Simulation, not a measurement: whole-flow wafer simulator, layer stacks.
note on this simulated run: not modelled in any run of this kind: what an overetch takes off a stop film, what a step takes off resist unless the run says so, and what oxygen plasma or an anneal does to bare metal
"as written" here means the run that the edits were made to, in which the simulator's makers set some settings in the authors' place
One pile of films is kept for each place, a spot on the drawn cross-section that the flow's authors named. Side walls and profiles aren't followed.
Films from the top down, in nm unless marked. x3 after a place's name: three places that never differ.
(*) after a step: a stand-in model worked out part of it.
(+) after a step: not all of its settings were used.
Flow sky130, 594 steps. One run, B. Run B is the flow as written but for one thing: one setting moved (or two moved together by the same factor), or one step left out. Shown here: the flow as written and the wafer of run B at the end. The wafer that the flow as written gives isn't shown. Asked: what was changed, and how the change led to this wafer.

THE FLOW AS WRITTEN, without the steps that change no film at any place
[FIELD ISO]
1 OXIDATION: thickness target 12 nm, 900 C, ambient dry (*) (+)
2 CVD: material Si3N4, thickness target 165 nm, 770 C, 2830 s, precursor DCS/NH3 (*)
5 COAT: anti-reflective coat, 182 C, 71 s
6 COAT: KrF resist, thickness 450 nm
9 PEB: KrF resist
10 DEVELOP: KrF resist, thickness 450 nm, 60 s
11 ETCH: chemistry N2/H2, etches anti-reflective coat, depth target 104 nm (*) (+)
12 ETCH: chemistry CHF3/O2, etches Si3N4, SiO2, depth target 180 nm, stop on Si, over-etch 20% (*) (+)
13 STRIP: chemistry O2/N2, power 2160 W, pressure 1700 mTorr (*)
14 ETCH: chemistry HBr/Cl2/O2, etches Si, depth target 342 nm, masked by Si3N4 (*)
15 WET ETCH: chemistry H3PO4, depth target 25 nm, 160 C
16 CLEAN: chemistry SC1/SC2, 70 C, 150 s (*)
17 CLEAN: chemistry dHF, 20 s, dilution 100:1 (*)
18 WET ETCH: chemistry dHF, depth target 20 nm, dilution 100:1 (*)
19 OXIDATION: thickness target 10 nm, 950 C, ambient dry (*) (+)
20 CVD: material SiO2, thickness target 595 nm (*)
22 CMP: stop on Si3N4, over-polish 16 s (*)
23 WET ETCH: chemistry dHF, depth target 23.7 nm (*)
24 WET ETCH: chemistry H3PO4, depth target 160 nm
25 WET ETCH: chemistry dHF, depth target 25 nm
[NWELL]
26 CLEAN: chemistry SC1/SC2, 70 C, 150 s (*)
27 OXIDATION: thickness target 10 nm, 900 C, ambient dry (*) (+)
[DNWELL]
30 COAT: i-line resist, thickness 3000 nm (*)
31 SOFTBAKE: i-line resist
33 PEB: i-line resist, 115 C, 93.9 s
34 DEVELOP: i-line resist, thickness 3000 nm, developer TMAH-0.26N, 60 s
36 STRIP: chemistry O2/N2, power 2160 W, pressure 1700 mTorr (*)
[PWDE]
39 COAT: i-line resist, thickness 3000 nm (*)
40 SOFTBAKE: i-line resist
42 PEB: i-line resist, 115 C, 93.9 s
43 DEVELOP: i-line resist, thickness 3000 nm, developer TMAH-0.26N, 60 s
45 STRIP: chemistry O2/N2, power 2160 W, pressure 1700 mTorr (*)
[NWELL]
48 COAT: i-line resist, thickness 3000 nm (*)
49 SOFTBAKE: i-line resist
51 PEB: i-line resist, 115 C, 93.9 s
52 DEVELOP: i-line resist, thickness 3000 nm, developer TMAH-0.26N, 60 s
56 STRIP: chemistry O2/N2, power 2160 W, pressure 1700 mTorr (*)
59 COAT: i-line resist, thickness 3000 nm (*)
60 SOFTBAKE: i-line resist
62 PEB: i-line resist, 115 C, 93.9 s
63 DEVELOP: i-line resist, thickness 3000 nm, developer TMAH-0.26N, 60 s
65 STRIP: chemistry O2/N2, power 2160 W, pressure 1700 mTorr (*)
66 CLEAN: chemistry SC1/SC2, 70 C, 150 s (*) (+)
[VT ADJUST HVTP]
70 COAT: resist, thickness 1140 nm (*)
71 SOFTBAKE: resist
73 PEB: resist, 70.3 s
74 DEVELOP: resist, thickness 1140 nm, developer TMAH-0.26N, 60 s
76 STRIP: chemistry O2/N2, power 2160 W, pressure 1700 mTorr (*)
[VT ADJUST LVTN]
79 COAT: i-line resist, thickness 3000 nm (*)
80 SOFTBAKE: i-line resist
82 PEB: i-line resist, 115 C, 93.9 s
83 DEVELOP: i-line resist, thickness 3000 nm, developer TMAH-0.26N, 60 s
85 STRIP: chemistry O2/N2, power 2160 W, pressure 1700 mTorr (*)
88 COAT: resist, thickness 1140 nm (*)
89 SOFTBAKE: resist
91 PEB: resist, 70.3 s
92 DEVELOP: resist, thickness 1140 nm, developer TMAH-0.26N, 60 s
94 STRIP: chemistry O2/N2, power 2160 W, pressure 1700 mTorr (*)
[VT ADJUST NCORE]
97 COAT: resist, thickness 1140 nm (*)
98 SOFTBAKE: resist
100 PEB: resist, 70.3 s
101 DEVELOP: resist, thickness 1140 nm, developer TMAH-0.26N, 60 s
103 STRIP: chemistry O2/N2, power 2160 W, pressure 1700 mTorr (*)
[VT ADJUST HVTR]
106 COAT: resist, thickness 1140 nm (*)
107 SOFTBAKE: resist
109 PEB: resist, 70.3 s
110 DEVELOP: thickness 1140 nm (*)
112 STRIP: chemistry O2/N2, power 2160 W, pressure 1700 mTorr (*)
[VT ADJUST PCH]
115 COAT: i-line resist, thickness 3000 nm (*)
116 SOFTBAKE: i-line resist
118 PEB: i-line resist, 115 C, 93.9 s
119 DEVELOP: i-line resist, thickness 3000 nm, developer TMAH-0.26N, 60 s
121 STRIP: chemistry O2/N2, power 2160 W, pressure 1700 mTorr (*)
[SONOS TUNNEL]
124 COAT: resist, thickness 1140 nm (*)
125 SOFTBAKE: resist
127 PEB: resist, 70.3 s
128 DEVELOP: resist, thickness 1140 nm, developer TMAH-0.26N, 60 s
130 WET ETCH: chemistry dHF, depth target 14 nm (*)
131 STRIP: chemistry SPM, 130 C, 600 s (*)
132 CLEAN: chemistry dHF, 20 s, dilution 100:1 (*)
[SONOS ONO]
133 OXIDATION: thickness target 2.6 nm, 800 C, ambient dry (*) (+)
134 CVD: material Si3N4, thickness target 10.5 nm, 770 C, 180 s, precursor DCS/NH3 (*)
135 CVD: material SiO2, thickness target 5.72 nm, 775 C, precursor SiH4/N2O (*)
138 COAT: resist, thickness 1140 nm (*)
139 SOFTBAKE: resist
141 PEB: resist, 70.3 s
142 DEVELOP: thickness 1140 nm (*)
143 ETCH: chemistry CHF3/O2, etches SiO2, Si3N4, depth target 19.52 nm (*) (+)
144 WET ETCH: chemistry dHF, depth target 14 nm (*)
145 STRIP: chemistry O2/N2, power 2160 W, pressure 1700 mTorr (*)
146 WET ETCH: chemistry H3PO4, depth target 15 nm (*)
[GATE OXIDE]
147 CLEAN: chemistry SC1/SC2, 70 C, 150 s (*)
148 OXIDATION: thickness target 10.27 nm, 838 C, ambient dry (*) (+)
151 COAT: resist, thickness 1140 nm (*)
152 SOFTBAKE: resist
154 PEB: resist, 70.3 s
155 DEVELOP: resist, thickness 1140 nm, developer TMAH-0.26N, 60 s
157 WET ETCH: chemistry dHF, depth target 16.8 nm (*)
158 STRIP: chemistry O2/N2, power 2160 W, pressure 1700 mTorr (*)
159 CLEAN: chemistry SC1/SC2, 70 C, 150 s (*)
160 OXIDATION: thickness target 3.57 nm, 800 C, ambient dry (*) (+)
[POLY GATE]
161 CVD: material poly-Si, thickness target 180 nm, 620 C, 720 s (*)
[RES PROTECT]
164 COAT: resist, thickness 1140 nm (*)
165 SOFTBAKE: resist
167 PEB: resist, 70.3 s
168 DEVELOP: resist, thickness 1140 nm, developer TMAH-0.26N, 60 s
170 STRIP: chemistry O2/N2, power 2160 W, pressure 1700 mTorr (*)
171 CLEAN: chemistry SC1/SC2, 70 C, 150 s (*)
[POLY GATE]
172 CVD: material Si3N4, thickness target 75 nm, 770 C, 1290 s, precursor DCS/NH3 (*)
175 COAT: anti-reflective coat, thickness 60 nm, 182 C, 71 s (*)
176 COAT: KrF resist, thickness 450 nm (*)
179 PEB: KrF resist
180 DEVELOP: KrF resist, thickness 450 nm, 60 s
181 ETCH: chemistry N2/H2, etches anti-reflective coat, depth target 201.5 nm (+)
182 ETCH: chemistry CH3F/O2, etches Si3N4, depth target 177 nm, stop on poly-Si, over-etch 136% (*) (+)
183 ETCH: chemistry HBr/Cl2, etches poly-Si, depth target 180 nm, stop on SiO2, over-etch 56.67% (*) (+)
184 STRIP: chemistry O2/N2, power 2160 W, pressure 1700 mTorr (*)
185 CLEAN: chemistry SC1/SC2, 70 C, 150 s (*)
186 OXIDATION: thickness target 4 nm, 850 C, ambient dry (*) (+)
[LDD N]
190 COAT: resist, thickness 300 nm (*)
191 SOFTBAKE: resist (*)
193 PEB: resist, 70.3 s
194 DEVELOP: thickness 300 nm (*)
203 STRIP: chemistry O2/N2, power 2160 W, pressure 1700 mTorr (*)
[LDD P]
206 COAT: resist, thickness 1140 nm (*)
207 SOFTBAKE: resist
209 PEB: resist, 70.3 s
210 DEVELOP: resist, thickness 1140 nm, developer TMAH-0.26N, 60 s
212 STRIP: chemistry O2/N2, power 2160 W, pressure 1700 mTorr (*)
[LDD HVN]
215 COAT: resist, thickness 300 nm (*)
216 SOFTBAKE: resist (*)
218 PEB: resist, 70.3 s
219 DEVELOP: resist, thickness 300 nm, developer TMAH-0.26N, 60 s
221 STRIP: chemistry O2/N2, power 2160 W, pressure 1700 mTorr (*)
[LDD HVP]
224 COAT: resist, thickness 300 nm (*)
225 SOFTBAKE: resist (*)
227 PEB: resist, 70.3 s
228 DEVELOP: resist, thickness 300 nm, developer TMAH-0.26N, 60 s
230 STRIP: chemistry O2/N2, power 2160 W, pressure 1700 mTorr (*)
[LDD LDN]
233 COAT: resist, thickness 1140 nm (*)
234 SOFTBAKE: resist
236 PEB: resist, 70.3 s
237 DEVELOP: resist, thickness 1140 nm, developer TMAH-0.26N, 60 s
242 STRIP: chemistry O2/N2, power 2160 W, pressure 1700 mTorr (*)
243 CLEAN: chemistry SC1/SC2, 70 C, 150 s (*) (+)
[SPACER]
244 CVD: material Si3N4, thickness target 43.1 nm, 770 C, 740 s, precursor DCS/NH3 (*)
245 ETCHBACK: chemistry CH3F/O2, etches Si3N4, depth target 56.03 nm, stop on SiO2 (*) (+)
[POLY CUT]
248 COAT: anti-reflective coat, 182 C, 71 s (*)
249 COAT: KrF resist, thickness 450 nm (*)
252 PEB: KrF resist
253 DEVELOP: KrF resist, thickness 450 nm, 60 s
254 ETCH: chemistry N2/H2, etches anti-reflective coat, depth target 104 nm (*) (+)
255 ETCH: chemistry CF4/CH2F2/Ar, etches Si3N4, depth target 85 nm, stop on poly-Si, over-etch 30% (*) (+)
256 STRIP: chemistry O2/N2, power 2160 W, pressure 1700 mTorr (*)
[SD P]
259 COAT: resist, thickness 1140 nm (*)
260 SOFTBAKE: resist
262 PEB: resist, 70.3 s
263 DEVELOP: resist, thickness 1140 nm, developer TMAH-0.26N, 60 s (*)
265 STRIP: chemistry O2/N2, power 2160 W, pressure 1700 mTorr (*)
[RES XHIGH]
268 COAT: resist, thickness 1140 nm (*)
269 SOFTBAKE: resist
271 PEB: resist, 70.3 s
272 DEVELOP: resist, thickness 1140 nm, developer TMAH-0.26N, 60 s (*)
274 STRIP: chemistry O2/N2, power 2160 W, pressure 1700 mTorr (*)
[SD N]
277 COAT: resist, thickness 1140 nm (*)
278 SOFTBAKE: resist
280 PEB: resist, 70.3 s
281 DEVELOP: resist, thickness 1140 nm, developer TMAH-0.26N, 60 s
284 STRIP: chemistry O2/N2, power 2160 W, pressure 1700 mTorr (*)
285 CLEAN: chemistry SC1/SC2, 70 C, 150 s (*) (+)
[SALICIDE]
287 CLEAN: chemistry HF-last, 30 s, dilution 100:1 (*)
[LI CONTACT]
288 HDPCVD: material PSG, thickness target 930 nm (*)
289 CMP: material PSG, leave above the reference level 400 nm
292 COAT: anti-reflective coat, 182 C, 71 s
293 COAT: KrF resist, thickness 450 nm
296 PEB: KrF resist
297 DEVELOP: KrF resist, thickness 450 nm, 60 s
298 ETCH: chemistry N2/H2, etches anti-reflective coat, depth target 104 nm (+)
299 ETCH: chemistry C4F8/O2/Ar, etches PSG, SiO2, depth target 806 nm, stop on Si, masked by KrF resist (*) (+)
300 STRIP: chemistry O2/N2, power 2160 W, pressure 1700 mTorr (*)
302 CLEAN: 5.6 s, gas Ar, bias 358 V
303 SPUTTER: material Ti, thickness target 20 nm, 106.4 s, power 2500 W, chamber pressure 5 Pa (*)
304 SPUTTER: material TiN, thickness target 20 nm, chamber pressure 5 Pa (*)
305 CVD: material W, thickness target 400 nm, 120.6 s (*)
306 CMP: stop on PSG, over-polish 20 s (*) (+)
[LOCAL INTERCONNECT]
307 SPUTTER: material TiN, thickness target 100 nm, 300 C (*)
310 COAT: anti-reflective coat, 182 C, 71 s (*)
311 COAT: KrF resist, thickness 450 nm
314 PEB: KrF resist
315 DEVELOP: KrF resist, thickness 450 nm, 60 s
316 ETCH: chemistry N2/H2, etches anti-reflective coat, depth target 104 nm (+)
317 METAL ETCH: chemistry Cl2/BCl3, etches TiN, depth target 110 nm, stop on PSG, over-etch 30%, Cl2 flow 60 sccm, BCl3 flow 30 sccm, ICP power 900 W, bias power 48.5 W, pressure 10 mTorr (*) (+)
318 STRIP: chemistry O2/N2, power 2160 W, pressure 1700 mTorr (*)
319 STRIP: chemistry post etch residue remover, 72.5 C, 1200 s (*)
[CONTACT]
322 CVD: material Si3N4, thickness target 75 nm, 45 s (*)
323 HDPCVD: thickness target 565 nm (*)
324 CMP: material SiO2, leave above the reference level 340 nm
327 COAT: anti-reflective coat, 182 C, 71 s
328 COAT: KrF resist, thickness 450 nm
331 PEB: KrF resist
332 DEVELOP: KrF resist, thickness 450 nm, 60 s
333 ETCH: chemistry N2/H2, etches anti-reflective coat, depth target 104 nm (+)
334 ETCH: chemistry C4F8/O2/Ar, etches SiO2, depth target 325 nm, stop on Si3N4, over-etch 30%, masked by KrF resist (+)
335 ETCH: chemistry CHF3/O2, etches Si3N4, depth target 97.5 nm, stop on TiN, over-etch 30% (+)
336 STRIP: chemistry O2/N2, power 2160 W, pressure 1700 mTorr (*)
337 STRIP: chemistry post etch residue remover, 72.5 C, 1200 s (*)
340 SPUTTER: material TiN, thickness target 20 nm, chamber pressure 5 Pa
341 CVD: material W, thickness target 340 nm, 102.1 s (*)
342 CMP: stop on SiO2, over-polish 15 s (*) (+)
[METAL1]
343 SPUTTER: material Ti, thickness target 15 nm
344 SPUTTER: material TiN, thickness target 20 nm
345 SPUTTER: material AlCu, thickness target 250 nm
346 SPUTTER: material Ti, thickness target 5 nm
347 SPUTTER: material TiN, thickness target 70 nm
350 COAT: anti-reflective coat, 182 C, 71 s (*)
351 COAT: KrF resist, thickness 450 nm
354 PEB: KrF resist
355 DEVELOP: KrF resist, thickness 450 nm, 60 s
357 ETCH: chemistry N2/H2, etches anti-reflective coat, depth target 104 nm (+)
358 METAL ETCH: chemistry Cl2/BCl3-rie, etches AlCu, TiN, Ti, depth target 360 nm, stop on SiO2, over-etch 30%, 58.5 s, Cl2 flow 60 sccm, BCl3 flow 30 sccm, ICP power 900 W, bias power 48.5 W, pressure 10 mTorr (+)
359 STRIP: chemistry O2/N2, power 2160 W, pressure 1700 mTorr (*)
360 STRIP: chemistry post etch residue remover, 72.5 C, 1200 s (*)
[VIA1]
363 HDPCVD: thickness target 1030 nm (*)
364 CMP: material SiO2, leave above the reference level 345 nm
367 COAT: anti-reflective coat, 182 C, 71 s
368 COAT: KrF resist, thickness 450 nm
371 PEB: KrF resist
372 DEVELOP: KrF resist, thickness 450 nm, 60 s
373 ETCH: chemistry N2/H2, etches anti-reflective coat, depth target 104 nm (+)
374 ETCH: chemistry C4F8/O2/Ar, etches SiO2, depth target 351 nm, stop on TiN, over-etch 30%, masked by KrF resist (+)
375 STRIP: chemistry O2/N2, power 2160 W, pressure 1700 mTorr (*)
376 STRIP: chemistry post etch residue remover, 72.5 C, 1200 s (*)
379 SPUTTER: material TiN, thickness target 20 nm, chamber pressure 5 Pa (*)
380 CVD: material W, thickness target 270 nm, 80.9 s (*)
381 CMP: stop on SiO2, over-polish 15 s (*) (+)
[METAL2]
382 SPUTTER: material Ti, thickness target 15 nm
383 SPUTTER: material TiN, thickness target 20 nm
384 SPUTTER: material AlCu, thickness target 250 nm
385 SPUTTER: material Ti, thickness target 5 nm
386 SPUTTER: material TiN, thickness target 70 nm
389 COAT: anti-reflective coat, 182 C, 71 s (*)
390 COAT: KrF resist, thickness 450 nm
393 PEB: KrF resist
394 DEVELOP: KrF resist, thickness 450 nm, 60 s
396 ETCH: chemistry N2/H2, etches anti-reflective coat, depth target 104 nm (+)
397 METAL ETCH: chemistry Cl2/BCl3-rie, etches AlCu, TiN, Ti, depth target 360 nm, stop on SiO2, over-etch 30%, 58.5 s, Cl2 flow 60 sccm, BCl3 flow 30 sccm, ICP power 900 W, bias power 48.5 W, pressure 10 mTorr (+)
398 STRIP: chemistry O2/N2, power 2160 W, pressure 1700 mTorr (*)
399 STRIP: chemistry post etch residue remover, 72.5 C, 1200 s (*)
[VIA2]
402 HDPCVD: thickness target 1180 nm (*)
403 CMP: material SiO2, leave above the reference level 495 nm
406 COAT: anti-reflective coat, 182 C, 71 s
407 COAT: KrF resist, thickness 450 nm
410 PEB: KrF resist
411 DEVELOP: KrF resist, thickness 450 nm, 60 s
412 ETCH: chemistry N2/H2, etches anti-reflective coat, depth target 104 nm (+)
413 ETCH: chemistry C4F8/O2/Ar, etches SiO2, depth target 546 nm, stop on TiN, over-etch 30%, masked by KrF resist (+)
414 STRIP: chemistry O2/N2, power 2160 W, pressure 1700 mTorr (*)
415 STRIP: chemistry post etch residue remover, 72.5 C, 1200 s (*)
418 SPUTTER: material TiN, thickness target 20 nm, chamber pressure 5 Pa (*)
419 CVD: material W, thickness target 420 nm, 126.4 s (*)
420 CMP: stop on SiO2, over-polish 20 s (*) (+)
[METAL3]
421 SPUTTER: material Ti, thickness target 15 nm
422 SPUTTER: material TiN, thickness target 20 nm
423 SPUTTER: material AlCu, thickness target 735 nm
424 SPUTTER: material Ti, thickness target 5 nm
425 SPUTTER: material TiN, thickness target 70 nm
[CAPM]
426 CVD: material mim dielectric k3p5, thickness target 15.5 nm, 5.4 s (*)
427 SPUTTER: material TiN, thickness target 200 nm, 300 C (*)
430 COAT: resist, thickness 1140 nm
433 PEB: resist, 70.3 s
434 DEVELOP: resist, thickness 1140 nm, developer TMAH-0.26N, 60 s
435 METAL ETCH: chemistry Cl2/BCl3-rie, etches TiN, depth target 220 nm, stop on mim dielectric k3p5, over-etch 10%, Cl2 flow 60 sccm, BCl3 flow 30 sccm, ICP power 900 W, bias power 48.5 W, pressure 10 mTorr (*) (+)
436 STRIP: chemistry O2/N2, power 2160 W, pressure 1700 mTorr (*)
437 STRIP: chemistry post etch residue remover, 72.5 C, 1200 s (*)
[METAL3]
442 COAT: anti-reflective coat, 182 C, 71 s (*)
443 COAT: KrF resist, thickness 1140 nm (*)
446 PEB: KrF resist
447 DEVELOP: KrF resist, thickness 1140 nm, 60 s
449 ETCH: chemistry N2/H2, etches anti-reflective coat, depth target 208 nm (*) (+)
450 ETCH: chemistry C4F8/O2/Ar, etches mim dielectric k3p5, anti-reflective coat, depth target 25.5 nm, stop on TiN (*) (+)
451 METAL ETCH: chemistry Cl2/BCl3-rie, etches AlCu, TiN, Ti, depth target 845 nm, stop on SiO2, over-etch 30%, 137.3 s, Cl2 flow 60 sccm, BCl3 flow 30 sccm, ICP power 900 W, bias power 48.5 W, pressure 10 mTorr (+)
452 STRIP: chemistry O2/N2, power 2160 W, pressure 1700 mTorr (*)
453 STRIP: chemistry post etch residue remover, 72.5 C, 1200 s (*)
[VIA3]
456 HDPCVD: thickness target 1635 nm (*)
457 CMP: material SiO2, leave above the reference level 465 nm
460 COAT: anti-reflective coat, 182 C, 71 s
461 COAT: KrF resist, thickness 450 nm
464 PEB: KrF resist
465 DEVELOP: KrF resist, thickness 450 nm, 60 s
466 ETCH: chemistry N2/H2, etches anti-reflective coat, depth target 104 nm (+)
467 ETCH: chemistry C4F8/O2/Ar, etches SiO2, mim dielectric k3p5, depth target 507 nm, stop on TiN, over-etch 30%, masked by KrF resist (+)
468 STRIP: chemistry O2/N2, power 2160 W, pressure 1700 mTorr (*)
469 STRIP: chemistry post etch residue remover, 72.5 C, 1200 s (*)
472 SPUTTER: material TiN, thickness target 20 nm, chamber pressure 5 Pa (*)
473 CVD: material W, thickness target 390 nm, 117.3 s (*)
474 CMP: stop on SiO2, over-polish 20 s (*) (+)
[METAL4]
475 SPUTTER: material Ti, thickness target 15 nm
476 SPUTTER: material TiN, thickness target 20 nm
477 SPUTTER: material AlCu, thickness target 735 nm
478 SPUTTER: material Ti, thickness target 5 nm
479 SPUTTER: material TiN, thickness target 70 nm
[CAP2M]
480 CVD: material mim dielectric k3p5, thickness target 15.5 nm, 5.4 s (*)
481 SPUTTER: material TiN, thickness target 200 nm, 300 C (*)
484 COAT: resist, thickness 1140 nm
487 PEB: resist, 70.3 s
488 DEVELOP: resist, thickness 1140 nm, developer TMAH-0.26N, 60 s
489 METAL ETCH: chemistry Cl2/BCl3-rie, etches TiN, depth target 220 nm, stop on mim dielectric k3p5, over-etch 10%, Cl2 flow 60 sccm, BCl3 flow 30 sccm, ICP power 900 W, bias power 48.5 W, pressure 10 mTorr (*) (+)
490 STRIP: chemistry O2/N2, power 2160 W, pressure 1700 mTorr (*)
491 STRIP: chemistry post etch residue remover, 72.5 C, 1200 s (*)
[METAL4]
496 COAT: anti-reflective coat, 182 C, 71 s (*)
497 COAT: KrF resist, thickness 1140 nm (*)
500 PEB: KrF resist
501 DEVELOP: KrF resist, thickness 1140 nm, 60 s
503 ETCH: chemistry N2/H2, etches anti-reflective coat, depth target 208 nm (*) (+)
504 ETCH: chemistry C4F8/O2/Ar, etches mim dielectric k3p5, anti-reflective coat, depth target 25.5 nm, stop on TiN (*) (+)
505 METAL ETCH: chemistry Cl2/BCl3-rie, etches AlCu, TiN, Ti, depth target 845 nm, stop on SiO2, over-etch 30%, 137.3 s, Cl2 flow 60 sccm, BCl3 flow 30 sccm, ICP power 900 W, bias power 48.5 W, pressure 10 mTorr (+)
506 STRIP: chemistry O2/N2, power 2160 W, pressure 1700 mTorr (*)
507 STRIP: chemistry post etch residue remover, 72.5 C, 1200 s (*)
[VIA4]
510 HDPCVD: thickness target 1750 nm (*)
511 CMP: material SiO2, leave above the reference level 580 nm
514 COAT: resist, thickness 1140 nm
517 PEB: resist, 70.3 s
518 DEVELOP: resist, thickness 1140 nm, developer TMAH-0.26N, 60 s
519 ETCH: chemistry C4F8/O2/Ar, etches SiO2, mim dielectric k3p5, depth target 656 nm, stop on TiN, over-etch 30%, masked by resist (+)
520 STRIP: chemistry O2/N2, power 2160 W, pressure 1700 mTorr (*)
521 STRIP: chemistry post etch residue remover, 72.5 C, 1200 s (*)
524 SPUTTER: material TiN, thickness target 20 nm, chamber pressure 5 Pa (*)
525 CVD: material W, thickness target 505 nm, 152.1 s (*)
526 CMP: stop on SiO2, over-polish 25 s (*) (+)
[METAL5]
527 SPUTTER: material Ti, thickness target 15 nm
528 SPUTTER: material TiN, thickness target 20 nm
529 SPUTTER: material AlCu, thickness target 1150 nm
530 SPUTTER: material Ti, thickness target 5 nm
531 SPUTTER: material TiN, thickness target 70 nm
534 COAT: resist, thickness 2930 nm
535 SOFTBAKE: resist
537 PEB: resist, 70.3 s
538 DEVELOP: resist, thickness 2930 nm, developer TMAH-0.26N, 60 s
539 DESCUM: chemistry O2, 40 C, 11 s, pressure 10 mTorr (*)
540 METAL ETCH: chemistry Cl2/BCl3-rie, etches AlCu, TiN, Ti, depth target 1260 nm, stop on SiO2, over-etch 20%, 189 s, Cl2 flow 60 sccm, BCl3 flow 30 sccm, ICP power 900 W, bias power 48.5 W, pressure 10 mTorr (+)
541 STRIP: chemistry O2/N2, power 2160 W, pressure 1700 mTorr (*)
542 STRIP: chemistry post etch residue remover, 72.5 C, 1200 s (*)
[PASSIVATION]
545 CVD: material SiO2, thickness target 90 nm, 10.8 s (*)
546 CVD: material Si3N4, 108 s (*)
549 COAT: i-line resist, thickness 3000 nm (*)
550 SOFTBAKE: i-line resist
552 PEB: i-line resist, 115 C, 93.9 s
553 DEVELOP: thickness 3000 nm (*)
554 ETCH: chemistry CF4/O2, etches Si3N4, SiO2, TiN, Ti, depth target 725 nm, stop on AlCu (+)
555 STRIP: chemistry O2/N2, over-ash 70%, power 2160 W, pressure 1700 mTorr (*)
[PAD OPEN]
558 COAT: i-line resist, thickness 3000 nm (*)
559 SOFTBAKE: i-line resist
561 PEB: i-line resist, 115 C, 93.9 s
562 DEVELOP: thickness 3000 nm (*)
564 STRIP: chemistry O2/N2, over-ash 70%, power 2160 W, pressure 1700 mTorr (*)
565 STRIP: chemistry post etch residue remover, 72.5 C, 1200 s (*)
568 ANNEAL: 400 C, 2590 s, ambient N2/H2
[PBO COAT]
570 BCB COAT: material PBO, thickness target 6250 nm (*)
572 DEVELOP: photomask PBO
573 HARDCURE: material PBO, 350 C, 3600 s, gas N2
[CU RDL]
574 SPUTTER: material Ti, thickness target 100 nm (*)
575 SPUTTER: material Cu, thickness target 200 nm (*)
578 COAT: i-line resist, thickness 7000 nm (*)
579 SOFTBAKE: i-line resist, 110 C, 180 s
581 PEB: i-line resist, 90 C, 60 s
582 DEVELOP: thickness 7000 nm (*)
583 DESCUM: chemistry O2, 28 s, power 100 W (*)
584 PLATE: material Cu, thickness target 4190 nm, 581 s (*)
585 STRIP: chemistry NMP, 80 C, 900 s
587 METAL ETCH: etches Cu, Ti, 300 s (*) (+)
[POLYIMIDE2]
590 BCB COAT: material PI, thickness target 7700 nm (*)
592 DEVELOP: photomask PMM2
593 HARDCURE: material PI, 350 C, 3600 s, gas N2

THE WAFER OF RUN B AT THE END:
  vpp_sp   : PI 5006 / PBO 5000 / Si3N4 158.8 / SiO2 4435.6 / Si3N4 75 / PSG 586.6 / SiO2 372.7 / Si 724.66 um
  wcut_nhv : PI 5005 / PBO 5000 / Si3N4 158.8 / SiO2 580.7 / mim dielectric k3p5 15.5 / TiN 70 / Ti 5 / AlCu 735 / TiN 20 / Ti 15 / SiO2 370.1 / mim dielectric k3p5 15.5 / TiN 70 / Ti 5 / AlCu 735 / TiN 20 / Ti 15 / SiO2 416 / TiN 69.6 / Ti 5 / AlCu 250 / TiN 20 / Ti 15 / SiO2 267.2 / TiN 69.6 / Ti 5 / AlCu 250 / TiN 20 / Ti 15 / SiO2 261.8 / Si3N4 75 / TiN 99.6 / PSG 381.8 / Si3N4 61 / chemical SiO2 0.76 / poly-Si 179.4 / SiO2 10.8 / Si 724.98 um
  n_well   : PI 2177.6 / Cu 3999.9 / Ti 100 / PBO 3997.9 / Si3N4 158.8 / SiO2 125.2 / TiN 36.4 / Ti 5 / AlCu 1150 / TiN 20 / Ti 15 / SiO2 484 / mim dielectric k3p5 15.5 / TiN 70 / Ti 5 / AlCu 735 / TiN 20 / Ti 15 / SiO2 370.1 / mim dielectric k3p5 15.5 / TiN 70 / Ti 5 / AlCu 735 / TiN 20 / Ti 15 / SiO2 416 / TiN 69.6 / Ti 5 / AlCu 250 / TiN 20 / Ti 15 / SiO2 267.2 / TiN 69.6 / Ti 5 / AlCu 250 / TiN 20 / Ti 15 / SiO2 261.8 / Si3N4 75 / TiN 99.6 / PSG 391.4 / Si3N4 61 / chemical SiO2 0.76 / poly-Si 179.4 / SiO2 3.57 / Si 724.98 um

The cause: step 531, SPUTTER: thickness target 36.8 nm was run, where the flow has thickness target 70 nm.

How the change led to this, step by step:
  531 SPUTTER: material TiN, thickness target 70 nm
      field, active, n_well and 190 more: TiN +36.8 (new film) (as written it would be: TiN +70 (new film))
  540 METAL ETCH: chemistry Cl2/BCl3-rie, etches AlCu, TiN, Ti, depth target 1260 nm, stop on SiO2, over-etch 20%, 189 s, Cl2 flow 60 sccm, BCl3 flow 30 sccm, ICP power 900 W, bias power 48.5 W, pressure 10 mTorr (+)
      field, active, gate and 175 more: TiN -36.8 (all of it), Ti -5 (all of it), AlCu -1150 (all of it), TiN -20 (all of it), Ti -15 (all of it), SiO2 -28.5 (as written it would be: TiN -70 (all of it), Ti -5 (all of it), AlCu -1150 (all of it), TiN -20 (all of it), Ti -15 (all of it), SiO2 -25.2)
  550 SOFTBAKE: i-line resist
      gate: i-line resist -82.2 (as written it would be: i-line resist -85.5)
      spacer: i-line resist -93.8 (as written it would be: i-line resist -97.5)
      (and at 57 more places)
  554 ETCH: chemistry CF4/O2, etches Si3N4, SiO2, TiN, Ti, depth target 725 nm, stop on AlCu (+)
      field, active, n_well and 189 more: i-line resist -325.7 (as written it would be: i-line resist -358.9)
      pad: Si3N4 -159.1 (all of it), SiO2 -125.2 (all of it), TiN -36.4 (all of it), Ti -5 (all of it) (as written it would be: Si3N4 -159.1 (all of it), SiO2 -125.2 (all of it), TiN -69.6 (all of it), Ti -5 (all of it))
  555 STRIP: chemistry O2/N2, over-ash 70%, power 2160 W, pressure 1700 mTorr (*)
      n_well, p_well, sd_n, sd_p: i-line resist -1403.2 (all of it) (as written it would be: i-line resist -1340.8 (all of it))
      m1: i-line resist -1425.8 (all of it) (as written it would be: i-line resist -1364.1 (all of it))
      (and at 8 more places)
  559 SOFTBAKE: i-line resist
      gate: i-line resist -82.2 (as written it would be: i-line resist -85.5)
      gate_hv: i-line resist +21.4 (as written it would be: i-line resist +22.2)
      (and at 62 more places)
  579 SOFTBAKE: i-line resist, 110 C, 180 s
      m5_stack_ln: i-line resist -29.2 (as written it would be: i-line resist -30)
